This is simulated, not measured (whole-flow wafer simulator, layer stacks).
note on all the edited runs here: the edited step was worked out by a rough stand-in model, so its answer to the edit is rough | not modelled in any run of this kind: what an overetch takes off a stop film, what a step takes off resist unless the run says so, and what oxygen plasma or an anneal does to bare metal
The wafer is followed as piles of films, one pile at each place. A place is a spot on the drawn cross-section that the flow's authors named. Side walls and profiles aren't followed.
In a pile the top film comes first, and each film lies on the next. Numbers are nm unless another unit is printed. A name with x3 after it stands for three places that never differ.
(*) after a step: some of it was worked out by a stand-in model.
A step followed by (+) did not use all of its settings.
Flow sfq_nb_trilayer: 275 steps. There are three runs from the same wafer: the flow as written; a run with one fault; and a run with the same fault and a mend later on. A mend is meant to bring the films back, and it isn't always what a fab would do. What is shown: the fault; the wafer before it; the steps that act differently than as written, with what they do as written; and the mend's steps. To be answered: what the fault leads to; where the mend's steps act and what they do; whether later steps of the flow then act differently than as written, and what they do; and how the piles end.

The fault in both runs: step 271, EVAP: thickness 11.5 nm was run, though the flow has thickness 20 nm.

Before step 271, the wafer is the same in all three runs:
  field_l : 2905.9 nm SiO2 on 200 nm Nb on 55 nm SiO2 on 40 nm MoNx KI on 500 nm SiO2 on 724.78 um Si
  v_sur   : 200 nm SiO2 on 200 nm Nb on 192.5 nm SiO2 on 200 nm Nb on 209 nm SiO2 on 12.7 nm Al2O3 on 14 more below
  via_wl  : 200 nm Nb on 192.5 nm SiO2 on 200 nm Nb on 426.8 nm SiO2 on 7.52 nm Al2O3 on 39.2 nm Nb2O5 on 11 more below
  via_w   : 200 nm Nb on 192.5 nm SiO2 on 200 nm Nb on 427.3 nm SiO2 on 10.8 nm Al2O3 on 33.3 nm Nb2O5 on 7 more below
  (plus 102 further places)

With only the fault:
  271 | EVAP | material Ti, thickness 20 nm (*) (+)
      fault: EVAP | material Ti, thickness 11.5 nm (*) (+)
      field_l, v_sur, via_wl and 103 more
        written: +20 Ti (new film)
        fault: +11.5 Ti (new film)
  Steps later in the flow that act otherwise than as written:
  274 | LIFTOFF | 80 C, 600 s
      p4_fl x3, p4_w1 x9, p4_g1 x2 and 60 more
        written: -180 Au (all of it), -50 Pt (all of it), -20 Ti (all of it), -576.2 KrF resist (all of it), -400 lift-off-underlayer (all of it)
        fault: -180 Au (all of it), -50 Pt (all of it), -11.5 Ti (all of it), -576.2 KrF resist (all of it), -400 lift-off-underlayer (all of it)
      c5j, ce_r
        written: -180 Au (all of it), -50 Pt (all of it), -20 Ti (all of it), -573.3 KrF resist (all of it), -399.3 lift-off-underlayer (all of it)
        fault: -180 Au (all of it), -50 Pt (all of it), -11.5 Ti (all of it), -573.3 KrF resist (all of it), -399.3 lift-off-underlayer (all of it)
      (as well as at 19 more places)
  By the end, the piles at field_l, v_sur, via_wl and 8 more depart from the flow's by more than 2% or 0.5 nm, whichever is larger.
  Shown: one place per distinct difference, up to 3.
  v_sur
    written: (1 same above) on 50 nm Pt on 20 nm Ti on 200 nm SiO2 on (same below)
    fault: (1 same above) on 50 nm Pt on 11.5 nm Ti on 200 nm SiO2 on (same below)
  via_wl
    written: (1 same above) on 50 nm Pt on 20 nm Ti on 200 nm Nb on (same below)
    fault: (1 same above) on 50 nm Pt on 11.5 nm Ti on 200 nm Nb on (same below)
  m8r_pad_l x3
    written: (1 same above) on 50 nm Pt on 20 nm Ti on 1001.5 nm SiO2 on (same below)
    fault: (1 same above) on 50 nm Pt on 11.5 nm Ti on 1001.5 nm SiO2 on (same below)

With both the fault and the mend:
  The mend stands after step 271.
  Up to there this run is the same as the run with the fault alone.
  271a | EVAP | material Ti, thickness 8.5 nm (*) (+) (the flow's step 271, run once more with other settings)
      field_l, v_sur, via_wl and 103 more
        +8.5 Ti
  None of the later steps of the flow acts differently than as written at any place that is followed.
  The piles end the same as the flow's at every place that both follow.
